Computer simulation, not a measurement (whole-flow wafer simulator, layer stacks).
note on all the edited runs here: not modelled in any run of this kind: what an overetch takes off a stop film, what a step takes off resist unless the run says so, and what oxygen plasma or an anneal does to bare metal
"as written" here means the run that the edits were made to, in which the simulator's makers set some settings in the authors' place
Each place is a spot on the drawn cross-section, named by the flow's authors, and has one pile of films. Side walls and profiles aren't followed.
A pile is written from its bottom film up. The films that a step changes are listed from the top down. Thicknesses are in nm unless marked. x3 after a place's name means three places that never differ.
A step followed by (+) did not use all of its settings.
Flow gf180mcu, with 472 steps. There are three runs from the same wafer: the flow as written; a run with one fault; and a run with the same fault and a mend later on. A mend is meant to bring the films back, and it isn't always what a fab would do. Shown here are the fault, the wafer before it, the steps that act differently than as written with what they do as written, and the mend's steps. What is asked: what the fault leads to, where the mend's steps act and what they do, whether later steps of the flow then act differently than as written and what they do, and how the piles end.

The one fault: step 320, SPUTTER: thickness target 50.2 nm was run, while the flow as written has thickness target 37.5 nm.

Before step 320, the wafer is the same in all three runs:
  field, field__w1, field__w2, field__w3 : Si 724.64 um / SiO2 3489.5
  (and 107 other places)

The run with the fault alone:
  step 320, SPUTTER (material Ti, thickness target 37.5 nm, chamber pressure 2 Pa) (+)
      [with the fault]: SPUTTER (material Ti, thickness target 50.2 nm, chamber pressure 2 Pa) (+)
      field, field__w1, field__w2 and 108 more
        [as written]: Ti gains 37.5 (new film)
        [with the fault]: Ti gains 50.2 (new film)
  Later steps of the flow acting differently than as written:
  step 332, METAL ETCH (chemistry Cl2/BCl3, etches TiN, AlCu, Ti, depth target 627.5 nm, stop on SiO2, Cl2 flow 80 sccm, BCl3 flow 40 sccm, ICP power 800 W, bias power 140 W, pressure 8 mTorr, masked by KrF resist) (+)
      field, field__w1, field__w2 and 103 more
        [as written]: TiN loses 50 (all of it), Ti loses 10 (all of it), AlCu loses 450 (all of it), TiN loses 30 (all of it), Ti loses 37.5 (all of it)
        [with the fault]: TiN loses 50 (all of it), Ti loses 10 (all of it), AlCu loses 450 (all of it), TiN loses 30 (all of it), Ti loses 50.2 (all of it)
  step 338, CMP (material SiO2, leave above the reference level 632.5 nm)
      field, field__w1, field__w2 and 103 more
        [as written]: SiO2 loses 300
        [with the fault]: SiO2 loses 287.3
  At field__w8, contact, m1, m1__w1, m1_nw, the piles at the end differ from the flow's by more than 2% or 0.5 nm, whichever is larger.
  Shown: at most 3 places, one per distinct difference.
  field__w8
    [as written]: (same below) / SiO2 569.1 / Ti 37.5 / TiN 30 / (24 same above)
    [with the fault]: (same below) / SiO2 569.1 / Ti 50.2 / TiN 30 / (24 same above)
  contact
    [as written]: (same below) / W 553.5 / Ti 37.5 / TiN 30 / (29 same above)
    [with the fault]: (same below) / W 553.5 / Ti 50.2 / TiN 30 / (29 same above)

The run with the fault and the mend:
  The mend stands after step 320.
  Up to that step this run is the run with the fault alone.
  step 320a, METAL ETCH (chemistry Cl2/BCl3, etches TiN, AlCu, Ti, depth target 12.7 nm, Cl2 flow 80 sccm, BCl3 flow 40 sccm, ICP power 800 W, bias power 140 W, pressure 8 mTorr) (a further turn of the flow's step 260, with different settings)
      field, field__w1, field__w2 and 108 more
        Ti loses 12.7
  Every later step of the flow that is run acts as written at every place that is followed.
  By the end, the piles equal the flow's at every place that both follow.
